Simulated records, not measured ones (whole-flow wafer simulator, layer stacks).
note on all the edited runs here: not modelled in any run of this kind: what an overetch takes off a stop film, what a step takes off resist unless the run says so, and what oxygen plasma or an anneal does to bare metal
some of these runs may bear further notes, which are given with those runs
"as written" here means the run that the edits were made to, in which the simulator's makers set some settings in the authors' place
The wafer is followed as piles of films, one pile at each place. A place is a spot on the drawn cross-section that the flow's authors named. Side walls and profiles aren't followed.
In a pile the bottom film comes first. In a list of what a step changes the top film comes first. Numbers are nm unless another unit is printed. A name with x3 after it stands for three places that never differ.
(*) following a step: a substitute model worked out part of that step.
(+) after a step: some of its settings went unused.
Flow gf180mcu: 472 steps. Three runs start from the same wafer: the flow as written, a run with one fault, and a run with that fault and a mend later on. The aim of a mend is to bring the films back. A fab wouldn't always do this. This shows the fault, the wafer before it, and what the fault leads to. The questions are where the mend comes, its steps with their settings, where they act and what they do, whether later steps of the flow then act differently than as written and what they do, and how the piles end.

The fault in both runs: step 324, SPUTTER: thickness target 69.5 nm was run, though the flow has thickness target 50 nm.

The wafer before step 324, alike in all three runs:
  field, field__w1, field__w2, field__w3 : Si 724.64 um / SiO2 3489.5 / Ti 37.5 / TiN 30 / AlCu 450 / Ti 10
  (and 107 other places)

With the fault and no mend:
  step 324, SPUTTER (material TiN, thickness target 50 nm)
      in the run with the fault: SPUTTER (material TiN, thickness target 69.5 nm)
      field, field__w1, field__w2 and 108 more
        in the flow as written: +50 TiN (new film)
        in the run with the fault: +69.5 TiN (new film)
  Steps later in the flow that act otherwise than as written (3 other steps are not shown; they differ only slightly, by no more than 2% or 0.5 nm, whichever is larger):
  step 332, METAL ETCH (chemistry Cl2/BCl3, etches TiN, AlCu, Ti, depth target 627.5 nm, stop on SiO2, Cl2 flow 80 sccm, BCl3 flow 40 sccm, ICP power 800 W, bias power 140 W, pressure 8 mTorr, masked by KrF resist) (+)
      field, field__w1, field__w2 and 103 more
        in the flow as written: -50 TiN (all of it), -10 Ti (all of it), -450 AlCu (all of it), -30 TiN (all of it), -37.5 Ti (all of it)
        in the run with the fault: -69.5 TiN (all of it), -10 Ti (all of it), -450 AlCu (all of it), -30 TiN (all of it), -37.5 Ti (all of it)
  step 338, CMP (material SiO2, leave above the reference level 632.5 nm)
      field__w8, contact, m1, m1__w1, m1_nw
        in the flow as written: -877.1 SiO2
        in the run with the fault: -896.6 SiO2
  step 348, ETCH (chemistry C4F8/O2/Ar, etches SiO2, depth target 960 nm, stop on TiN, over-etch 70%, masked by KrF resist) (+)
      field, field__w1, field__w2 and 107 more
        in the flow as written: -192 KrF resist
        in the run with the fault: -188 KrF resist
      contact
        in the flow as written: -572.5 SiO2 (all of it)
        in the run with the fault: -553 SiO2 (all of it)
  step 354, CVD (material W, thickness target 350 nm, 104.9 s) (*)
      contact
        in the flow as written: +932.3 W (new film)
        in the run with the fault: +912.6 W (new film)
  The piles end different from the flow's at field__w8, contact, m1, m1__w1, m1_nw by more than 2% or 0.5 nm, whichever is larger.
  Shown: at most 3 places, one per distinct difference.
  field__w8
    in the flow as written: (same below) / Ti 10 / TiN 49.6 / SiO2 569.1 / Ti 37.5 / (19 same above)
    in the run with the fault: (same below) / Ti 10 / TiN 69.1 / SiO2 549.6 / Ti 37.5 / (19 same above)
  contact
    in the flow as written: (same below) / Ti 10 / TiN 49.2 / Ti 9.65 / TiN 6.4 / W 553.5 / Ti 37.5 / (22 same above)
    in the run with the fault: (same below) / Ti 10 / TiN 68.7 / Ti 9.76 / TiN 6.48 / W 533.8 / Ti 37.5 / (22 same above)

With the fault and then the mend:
  The mend follows step 331.
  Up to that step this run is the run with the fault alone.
  step 331a, STRIP (chemistry O2/N2, power 2160 W, pressure 1700 mTorr) (*)
      field__w8, contact, m1, m1__w1, m1_nw
        -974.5 KrF resist (all of it)
  step 331b, METAL ETCH (chemistry Cl2/BCl3, etches TiN, AlCu, Ti, depth target 19.5 nm, Cl2 flow 80 sccm, BCl3 flow 40 sccm, ICP power 800 W, bias power 140 W, pressure 8 mTorr) (the flow's step 260, run once more with other settings)
      field, field__w1, field__w2 and 108 more
        -19.5 TiN
  step 331c, HMDS (120 C, 60 s) (the flow's step 326, run once more)
      does not change any film at any place that is followed
  step 331d, COAT (KrF resist, thickness 1000 nm) (the flow's step 327, run once more)
      field, field__w1, field__w2 and 108 more
        +1000 KrF resist (new film)
  step 331e, SOFTBAKE (KrF resist) (the flow's step 328, run once more)
      does not change any film at any place that is followed
  step 331f, EXPOSE (photomask Metal3) (the flow's step 329, run once more)
      does not change any film at any place that is followed
  step 331g, PEB (KrF resist, 135 C, 90 s) (the flow's step 330, run once more)
      field, field__w1, field__w2 and 108 more
        -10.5 KrF resist
  step 331h, DEVELOP (thickness 1000 nm, 60 s) (the flow's step 331, run once more)
      field, field__w1, field__w2 and 103 more
        -989.5 KrF resist (all of it)
      field__w8, contact, m1, m1__w1, m1_nw
        -14.9 KrF resist
  Every later step of the flow that is run acts as written at every place that is followed.
  By the end, the piles equal the flow's at every place that both follow.
